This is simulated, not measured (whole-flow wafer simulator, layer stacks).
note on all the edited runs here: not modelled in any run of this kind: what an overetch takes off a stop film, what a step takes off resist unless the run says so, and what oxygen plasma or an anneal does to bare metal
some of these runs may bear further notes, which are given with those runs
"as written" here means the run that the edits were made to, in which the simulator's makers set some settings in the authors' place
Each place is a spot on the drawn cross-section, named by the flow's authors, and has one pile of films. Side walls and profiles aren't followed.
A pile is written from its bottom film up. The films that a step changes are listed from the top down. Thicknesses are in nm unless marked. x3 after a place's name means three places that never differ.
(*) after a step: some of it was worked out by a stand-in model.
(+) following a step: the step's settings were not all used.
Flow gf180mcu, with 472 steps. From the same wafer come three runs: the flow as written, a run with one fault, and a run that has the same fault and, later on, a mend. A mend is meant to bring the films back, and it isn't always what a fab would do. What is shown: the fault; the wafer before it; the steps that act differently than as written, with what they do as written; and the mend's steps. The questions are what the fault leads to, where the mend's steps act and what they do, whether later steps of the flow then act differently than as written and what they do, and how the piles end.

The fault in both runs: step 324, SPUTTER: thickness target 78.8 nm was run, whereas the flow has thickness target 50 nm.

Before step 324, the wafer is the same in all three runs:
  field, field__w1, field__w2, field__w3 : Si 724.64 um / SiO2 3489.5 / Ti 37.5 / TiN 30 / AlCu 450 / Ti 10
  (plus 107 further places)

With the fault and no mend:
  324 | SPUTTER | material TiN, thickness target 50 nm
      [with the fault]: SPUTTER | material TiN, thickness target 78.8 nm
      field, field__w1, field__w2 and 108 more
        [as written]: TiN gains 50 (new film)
        [with the fault]: TiN gains 78.8 (new film)
  Steps later in the flow that act otherwise than as written (not shown: 3 more steps that differ only slightly, by at most 2% or 0.5 nm, whichever is larger):
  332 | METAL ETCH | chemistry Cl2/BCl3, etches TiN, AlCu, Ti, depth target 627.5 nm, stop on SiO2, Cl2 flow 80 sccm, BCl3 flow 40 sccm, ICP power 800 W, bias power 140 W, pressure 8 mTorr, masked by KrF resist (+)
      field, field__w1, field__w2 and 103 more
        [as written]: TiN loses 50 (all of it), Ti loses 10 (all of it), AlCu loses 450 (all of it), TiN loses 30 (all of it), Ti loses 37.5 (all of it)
        [with the fault]: TiN loses 78.8 (all of it), Ti loses 10 (all of it), AlCu loses 450 (all of it), TiN loses 30 (all of it), Ti loses 37.5 (all of it)
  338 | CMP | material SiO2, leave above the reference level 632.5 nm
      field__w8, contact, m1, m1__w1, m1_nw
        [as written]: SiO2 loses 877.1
        [with the fault]: SiO2 loses 905.9
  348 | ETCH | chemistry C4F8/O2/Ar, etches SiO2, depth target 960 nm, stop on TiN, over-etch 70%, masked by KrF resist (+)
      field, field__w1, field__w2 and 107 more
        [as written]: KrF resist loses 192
        [with the fault]: KrF resist loses 184.8
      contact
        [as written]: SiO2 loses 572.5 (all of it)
        [with the fault]: SiO2 loses 543.7 (all of it)
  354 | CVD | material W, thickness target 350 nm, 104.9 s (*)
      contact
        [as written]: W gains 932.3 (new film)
        [with the fault]: W gains 903.2 (new film)
  By the end, the piles at field__w8, contact, m1, m1__w1, m1_nw depart from the flow's by more than 2% or 0.5 nm, whichever is larger.
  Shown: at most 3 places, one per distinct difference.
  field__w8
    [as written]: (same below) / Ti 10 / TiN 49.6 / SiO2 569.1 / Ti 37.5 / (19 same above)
    [with the fault]: (same below) / Ti 10 / TiN 78.4 / SiO2 540.3 / Ti 37.5 / (19 same above)
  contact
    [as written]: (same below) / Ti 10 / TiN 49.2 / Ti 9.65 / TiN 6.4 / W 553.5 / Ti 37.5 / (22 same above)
    [with the fault]: (same below) / Ti 10 / TiN 78 / Ti 9.82 / TiN 6.51 / W 524.4 / Ti 37.5 / (22 same above)

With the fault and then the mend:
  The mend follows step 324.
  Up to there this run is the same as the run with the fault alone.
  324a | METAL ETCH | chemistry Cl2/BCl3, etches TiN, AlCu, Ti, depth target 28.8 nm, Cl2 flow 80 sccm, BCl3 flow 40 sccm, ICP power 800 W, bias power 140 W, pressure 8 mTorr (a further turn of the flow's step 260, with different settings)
      field, field__w1, field__w2 and 108 more
        TiN loses 28.8
  Later steps of the flow that are run all act as written at every place that is followed.
  By the end, the piles equal the flow's at every place that both follow.
